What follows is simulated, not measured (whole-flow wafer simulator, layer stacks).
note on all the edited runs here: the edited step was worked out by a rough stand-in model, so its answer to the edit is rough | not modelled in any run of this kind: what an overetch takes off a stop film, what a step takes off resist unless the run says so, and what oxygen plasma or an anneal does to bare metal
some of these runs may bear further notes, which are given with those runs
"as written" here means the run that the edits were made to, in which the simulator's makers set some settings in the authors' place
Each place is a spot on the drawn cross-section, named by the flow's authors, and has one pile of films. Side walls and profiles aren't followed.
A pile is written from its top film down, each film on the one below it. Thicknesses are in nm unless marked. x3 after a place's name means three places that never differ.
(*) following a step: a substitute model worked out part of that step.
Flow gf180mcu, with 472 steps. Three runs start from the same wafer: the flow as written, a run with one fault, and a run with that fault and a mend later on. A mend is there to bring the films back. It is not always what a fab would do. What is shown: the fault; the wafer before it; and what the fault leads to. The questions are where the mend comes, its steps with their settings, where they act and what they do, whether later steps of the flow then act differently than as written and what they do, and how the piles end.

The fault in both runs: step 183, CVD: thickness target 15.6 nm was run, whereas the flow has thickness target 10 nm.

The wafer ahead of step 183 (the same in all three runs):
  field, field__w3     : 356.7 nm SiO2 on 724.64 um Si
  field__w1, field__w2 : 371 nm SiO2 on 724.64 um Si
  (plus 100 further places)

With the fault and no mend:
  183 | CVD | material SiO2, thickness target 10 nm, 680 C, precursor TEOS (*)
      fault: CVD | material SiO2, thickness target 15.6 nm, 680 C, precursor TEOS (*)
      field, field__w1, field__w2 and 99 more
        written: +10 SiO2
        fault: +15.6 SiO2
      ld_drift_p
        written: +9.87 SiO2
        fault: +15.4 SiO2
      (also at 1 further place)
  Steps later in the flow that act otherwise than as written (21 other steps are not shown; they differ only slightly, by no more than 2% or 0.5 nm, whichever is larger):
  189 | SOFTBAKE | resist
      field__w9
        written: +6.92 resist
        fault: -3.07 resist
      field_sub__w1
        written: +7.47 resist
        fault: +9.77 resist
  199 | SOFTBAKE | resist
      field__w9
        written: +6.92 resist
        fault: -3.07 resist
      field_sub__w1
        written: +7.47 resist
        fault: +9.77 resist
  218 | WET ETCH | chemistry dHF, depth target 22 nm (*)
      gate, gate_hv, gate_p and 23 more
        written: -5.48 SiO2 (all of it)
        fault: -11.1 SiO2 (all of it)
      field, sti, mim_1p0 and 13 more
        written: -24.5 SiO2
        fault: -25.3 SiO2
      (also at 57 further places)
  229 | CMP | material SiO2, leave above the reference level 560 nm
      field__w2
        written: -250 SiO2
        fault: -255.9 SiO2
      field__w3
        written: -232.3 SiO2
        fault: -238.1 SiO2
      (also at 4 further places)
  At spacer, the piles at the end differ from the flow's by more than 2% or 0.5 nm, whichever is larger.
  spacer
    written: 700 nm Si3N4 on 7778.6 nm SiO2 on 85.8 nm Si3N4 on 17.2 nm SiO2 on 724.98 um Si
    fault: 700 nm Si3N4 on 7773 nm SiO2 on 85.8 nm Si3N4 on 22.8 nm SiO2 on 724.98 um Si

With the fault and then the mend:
  The mend follows step 183.
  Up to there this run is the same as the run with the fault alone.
  183a | WET ETCH | chemistry dHF, depth target 5.6 nm, 25 C, dilution 100:1 (the flow's step 17 again, with other settings)
      field, field__w1, field__w2 and 101 more
        -5.6 SiO2
  None of the later steps of the flow differs from how it acts as written, at any place that is followed, by more than 2% or 0.5 nm, whichever is larger.
  The piles end only slightly different from the flow's at the places that both follow, by no more than 2% or 0.5 nm, whichever is larger.
